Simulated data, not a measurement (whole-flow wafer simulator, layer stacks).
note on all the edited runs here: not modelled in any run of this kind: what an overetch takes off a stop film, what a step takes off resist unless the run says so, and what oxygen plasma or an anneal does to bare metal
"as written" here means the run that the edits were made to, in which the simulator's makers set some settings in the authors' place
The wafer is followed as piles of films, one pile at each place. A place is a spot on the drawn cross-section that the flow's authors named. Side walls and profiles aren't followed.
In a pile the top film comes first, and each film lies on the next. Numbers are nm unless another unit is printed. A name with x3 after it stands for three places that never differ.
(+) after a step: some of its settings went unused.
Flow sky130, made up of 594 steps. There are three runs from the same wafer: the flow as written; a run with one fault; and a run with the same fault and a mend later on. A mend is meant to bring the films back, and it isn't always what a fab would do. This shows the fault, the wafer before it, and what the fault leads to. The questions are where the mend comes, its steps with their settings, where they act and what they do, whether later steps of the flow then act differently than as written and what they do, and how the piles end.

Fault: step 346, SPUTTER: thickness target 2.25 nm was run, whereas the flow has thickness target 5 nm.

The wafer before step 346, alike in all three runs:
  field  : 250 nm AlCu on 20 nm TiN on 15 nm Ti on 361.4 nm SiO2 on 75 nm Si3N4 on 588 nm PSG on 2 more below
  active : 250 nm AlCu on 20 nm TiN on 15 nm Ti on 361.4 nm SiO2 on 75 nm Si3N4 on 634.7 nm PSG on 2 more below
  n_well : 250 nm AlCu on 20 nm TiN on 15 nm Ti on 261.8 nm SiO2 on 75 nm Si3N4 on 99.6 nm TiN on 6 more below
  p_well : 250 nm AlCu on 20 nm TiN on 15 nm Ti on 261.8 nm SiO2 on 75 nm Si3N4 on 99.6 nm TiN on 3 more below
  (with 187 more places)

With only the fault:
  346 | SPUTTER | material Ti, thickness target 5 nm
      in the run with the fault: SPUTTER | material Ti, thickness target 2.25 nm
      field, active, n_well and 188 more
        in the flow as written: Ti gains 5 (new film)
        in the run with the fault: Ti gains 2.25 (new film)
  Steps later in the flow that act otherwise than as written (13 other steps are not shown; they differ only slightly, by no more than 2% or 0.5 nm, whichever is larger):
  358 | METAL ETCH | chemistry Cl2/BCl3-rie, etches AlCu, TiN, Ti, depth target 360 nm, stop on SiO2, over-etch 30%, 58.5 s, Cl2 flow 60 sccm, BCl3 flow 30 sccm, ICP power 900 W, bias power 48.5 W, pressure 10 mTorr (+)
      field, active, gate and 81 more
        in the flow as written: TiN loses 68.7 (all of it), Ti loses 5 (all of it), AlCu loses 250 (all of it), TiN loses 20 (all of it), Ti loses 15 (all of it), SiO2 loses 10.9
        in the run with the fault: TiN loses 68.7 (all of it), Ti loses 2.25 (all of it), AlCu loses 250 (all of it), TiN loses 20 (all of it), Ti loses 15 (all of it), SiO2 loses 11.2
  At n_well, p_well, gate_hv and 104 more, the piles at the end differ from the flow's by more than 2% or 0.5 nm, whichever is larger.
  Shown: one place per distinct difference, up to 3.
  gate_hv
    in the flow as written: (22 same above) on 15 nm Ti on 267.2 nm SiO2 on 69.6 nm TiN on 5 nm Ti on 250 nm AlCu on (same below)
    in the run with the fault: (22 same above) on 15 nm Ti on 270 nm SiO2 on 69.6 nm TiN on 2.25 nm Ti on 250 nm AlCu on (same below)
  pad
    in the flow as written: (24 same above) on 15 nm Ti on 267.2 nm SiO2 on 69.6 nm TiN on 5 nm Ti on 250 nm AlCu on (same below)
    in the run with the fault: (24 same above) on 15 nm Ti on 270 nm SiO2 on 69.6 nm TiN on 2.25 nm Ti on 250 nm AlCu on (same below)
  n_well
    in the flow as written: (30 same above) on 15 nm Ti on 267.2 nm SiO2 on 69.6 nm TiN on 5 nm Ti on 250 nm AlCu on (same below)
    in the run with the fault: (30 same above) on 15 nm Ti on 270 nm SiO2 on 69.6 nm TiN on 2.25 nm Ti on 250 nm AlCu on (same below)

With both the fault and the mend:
  The mend stands after step 346.
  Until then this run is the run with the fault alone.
  346a | SPUTTER | material Ti, thickness target 2.75 nm (a further turn of the flow's step 346, with different settings)
      field, active, n_well and 188 more
        Ti gains 2.75
  Every later step of the flow that is run acts as written at every place that is followed.
  At every place that both follow, the piles at the end match the flow's.
